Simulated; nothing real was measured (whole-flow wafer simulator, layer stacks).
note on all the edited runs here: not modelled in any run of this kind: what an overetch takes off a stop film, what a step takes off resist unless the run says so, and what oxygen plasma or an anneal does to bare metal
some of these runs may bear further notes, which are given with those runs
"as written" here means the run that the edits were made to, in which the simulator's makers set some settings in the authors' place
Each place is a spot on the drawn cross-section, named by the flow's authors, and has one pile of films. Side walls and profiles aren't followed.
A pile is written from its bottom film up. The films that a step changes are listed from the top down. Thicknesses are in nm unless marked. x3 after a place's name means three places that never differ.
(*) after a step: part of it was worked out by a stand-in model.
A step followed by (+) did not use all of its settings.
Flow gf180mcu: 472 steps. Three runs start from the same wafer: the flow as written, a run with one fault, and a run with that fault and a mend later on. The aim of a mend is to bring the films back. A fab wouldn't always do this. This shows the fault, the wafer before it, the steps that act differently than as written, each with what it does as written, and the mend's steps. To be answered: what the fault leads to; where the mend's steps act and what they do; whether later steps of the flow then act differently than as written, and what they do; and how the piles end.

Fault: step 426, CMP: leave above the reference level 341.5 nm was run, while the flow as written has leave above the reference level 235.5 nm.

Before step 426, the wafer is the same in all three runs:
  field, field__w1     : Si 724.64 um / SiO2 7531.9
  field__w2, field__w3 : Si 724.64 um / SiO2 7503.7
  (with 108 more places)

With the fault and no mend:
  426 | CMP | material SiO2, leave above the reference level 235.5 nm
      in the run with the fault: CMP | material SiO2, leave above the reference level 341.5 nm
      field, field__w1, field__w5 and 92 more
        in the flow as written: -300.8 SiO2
        in the run with the fault: -194.8 SiO2
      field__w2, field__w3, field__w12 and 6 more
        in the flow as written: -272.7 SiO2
        in the run with the fault: -166.7 SiO2
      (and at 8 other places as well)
  Steps further on in the flow that do not act as written (2 more steps, not shown, differ only slightly: by at most 2% or 0.5 nm, whichever is larger):
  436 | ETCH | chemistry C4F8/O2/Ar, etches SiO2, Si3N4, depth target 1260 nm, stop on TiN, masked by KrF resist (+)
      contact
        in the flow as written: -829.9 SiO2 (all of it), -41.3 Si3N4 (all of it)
        in the run with the fault: -935.9 SiO2 (all of it), -41.3 Si3N4 (all of it)
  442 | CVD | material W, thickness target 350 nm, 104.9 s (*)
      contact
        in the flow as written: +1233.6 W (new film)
        in the run with the fault: +1340.4 W (new film)
  At field__w4, field__w8, contact, m1, m1__w1, mim, mim_1p0, m1_nw, the piles at the end differ from the flow's by more than 2% or 0.5 nm, whichever is larger.
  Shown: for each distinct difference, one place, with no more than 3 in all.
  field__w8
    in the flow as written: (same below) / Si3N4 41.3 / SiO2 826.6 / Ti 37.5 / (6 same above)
    in the run with the fault: (same below) / Si3N4 41.3 / SiO2 932.6 / Ti 37.5 / (6 same above)
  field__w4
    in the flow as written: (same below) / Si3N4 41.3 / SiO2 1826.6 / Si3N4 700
    in the run with the fault: (same below) / Si3N4 41.3 / SiO2 1932.6 / Si3N4 700
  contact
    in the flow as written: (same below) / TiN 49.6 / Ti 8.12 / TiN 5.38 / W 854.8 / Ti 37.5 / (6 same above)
    in the run with the fault: (same below) / TiN 49.6 / Ti 7.64 / TiN 5.06 / W 961.6 / Ti 37.5 / (6 same above)

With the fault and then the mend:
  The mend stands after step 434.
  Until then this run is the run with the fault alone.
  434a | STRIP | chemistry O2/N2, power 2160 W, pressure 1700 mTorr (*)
      field, field__w1, field__w2 and 108 more
        -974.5 KrF resist (all of it), -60 anti-reflective coat (all of it)
      contact
        -60 anti-reflective coat (all of it)
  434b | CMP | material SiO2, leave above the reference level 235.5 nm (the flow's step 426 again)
      field, field__w1, field__w2 and 109 more
        -106 SiO2
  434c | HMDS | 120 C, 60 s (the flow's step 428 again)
      leaves every film unchanged at each place that is followed
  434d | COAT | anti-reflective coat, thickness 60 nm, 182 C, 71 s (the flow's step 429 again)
      field, field__w1, field__w2 and 109 more
        +60 anti-reflective coat (new film)
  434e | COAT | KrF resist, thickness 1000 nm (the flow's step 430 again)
      field, field__w1, field__w2 and 109 more
        +1000 KrF resist (new film)
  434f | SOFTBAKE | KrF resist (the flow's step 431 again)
      leaves every film unchanged at each place that is followed
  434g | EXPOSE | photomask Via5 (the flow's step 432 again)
      leaves every film unchanged at each place that is followed
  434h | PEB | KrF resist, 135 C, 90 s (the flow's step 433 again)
      field, field__w1, field__w2 and 109 more
        -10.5 KrF resist
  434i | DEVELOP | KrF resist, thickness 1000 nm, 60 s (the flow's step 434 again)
      field, field__w1, field__w2 and 108 more
        -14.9 KrF resist
      contact
        -989.5 KrF resist (all of it)
  Every later step of the flow that is run acts as written at every place that is followed.
  At every place that both follow, the piles at the end match the flow's.
